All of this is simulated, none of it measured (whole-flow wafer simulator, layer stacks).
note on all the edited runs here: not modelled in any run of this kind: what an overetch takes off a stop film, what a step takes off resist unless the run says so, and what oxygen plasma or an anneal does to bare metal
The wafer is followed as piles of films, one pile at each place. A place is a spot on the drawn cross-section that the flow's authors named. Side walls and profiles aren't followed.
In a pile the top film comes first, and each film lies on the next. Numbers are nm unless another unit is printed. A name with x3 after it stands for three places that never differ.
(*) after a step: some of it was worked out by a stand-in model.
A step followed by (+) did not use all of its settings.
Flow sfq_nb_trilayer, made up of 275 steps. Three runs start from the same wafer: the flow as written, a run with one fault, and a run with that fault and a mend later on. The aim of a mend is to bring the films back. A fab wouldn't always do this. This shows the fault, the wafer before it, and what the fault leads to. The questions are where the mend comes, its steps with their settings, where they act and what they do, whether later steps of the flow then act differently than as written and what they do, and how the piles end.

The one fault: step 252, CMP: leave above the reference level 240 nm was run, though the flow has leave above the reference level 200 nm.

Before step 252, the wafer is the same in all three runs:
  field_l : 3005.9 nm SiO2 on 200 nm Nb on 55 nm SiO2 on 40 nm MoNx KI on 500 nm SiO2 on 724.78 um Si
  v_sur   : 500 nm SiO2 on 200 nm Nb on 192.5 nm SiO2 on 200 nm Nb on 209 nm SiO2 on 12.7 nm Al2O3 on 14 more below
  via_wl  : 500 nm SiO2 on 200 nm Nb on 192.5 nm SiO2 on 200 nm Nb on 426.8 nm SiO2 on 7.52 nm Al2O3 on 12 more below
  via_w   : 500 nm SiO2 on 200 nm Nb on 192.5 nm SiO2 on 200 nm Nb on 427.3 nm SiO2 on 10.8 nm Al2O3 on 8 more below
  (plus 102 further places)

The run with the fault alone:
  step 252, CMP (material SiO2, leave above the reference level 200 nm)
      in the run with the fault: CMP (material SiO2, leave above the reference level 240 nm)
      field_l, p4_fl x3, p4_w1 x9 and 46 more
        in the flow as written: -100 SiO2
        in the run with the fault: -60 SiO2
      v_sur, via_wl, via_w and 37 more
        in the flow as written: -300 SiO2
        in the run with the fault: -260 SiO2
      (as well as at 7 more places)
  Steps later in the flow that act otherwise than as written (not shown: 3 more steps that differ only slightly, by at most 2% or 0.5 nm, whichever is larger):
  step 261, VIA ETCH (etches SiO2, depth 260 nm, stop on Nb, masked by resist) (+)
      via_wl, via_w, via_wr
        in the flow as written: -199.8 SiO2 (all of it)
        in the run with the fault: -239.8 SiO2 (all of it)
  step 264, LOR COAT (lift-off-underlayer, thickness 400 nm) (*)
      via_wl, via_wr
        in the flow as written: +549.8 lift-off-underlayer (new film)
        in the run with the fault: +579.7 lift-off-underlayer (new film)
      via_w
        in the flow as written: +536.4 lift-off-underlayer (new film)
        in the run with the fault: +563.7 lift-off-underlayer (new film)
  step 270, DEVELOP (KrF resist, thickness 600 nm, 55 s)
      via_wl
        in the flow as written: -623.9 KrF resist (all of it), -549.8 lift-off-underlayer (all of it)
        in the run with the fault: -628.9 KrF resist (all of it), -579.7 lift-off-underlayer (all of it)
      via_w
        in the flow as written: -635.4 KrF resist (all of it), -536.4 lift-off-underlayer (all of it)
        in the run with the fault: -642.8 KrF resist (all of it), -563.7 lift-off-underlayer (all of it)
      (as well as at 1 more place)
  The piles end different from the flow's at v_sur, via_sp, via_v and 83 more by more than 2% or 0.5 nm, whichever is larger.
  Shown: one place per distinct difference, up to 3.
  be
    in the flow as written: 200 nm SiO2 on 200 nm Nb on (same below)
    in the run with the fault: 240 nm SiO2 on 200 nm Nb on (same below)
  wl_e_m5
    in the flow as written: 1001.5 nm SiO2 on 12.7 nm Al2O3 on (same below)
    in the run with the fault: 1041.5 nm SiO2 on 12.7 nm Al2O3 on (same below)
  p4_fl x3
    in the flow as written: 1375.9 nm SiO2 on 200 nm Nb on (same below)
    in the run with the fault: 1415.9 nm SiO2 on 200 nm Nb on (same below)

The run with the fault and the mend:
  The mend stands after step 253.
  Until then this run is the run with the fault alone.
  step 253a, CMP (material SiO2, leave above the reference level 200 nm) (a further turn of the flow's step 252)
      field_l, v_sur, via_wl and 103 more
        -40 SiO2
  Every later step of the flow that is run acts as written at every place that is followed.
  By the end, the piles equal the flow's at every place that both follow.
